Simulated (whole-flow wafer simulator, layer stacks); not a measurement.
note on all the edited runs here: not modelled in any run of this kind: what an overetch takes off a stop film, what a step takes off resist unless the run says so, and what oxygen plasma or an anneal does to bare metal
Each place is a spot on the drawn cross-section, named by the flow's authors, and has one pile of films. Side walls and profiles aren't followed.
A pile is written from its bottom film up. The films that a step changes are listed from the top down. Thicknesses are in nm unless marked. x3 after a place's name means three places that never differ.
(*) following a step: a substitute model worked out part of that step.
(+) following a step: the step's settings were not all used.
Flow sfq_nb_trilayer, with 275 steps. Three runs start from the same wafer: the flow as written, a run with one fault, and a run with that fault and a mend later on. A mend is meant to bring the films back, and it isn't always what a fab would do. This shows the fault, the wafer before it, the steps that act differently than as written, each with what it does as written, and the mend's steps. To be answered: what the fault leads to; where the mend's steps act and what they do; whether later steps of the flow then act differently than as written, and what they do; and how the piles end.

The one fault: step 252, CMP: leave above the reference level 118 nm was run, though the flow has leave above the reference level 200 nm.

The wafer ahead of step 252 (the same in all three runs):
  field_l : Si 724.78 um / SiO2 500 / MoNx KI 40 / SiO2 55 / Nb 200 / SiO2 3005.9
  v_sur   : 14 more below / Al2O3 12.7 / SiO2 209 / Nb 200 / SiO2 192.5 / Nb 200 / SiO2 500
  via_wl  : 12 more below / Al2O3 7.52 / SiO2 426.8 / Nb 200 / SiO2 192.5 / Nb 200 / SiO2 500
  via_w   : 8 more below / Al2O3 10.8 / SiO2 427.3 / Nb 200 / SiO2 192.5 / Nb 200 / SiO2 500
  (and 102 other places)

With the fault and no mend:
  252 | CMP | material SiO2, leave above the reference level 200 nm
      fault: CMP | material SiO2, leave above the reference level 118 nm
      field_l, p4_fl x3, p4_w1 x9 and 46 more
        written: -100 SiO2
        fault: -182 SiO2
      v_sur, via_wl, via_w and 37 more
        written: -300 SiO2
        fault: -382 SiO2
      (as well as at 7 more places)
  Steps later in the flow that act otherwise than as written (2 other steps are not shown; they differ only slightly, by no more than 2% or 0.5 nm, whichever is larger):
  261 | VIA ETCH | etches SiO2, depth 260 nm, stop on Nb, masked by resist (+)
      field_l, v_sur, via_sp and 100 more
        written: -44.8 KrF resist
        fault: -30.5 KrF resist
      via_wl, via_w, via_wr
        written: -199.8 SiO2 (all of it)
        fault: -117.8 SiO2 (all of it)
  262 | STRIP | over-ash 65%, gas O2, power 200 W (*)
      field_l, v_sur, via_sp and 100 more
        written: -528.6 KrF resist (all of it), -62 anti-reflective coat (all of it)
        fault: -543 KrF resist (all of it), -62 anti-reflective coat (all of it)
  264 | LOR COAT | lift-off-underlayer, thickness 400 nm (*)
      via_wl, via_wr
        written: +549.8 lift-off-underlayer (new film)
        fault: +488.4 lift-off-underlayer (new film)
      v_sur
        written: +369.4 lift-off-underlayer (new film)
        fault: +382 lift-off-underlayer (new film)
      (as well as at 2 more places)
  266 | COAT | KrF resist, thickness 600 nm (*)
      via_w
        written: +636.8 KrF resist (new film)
        fault: +621.7 KrF resist (new film)
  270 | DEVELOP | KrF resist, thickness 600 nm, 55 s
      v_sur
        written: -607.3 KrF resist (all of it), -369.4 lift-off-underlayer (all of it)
        fault: -603.8 KrF resist (all of it), -382 lift-off-underlayer (all of it)
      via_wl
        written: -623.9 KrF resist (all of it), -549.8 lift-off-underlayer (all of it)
        fault: -613.6 KrF resist (all of it), -488.4 lift-off-underlayer (all of it)
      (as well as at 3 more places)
  By the end, the piles at field_l, v_sur, via_sp and 100 more depart from the flow's by more than 2% or 0.5 nm, whichever is larger.
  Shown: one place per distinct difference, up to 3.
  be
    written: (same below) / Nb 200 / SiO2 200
    fault: (same below) / Nb 200 / SiO2 118
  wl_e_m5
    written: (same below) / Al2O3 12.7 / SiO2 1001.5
    fault: (same below) / Al2O3 12.7 / SiO2 919.5
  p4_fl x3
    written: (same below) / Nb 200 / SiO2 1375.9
    fault: (same below) / Nb 200 / SiO2 1293.9

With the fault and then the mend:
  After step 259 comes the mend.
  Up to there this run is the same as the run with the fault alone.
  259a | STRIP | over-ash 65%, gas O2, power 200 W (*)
      field_l, v_sur, via_sp and 100 more
        -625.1 KrF resist (all of it), -62 anti-reflective coat (all of it)
      via_wl, via_w, via_wr
        -62 anti-reflective coat (all of it)
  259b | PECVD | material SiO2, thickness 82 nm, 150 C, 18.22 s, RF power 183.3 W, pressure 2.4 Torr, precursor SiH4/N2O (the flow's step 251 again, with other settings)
      field_l, v_sur, via_wl and 103 more
        +82 SiO2
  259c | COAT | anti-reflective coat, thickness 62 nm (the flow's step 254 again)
      field_l, v_sur, via_wl and 103 more
        +62 anti-reflective coat (new film)
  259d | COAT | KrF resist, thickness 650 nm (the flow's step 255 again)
      field_l, v_sur, via_wl and 103 more
        +650 KrF resist (new film)
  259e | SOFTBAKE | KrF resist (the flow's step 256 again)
      does not change any film at any place that is followed
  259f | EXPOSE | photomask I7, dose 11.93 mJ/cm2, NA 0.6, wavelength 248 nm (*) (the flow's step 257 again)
      does not change any film at any place that is followed
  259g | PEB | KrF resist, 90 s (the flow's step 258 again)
      field_l, v_sur, via_wl and 103 more
        -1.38 KrF resist
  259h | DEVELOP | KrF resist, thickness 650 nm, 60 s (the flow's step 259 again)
      field_l, v_sur, via_sp and 100 more
        -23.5 KrF resist
      via_wl, via_w, via_wr
        -648.6 KrF resist (all of it)
  None of the later steps of the flow acts differently than as written at any place that is followed.
  At every place that both follow, the piles at the end match the flow's.
